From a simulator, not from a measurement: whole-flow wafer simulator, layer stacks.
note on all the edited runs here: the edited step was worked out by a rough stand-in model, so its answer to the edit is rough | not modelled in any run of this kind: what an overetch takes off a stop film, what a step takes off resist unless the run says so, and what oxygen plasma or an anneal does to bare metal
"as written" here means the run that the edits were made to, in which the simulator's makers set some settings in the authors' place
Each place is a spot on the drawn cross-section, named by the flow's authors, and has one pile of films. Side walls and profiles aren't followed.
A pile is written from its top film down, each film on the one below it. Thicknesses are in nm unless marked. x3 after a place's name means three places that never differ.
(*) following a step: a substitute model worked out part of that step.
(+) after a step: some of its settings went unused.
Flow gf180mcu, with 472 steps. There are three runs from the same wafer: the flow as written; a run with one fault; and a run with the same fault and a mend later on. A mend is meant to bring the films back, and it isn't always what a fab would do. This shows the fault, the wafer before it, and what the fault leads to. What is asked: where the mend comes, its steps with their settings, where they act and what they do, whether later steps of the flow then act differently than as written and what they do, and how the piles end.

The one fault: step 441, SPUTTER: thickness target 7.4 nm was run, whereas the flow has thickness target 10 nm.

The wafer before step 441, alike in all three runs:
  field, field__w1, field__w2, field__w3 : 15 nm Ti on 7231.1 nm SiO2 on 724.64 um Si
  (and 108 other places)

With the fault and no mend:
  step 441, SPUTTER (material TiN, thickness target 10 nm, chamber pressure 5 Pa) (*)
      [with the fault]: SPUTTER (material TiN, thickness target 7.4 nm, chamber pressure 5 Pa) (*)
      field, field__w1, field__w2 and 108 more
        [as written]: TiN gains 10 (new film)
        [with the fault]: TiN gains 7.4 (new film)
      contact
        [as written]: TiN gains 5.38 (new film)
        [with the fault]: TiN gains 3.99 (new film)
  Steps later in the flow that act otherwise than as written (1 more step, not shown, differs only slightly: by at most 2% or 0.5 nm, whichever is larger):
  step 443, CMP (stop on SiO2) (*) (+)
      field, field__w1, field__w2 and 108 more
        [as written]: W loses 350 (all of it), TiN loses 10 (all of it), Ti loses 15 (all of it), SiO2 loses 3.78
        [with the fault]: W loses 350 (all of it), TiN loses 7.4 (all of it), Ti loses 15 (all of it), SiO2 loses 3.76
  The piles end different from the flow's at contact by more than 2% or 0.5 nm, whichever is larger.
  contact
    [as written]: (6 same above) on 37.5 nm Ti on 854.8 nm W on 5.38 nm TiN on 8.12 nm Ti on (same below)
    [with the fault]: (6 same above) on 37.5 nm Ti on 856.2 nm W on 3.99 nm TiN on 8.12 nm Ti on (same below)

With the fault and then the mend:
  The mend stands after step 441.
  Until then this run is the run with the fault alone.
  step 441a, SPUTTER (material TiN, thickness target 2.6 nm, chamber pressure 5 Pa) (*) (the flow's step 441 again, with other settings)
      field, field__w1, field__w2 and 108 more
        TiN gains 2.6
      contact
        TiN gains 1.4
  None of the later steps of the flow acts differently than as written at any place that is followed.
  At every place that both follow, the piles at the end match the flow's.
